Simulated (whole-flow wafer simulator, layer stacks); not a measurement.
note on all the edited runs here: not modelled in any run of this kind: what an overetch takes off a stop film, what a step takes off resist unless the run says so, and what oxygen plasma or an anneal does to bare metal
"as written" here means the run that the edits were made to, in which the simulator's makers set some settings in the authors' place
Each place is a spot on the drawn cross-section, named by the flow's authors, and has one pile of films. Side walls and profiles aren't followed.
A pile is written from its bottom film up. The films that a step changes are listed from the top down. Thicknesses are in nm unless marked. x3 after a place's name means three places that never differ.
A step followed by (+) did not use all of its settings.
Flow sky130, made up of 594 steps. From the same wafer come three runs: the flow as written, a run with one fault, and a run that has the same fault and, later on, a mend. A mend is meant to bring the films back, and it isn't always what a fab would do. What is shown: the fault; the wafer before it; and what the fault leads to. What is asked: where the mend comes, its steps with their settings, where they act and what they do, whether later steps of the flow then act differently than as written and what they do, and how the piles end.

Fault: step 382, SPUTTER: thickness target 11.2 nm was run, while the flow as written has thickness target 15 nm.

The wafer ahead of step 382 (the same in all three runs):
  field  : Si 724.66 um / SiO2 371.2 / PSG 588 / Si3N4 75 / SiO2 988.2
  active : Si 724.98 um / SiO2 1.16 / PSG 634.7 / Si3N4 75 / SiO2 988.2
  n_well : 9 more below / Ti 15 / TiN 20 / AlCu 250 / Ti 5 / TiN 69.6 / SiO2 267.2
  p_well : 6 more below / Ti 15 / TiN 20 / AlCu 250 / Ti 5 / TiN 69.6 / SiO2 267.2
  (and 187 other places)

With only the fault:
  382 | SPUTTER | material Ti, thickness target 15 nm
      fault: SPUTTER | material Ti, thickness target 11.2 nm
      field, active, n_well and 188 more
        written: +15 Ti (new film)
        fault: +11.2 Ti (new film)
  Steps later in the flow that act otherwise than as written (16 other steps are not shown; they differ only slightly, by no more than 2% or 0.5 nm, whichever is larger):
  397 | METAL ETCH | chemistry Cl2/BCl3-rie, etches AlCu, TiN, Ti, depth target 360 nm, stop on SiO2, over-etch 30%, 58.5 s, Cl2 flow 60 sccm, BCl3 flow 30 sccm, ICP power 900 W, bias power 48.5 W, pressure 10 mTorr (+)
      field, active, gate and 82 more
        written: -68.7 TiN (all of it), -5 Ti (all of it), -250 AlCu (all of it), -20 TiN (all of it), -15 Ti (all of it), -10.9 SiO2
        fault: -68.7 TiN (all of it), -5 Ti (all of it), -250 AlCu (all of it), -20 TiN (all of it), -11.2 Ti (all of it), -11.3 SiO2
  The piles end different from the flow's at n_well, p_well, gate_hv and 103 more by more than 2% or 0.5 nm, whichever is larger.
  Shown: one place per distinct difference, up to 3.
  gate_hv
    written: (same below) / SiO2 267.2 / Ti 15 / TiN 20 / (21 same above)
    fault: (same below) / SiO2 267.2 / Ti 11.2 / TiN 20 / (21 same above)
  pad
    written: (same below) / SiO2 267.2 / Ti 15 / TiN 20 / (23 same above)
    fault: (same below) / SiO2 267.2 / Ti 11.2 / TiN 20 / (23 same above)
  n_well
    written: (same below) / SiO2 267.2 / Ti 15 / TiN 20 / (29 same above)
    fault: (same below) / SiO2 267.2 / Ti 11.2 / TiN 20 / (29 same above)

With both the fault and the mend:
  After step 382 comes the mend.
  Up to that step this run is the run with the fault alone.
  382a | SPUTTER | material Ti, thickness target 3.8 nm (the flow's step 382, run once more with other settings)
      field, active, n_well and 188 more
        +3.8 Ti
  Later steps of the flow that are run all act as written at every place that is followed.
  The piles end the same as the flow's at every place that both follow.
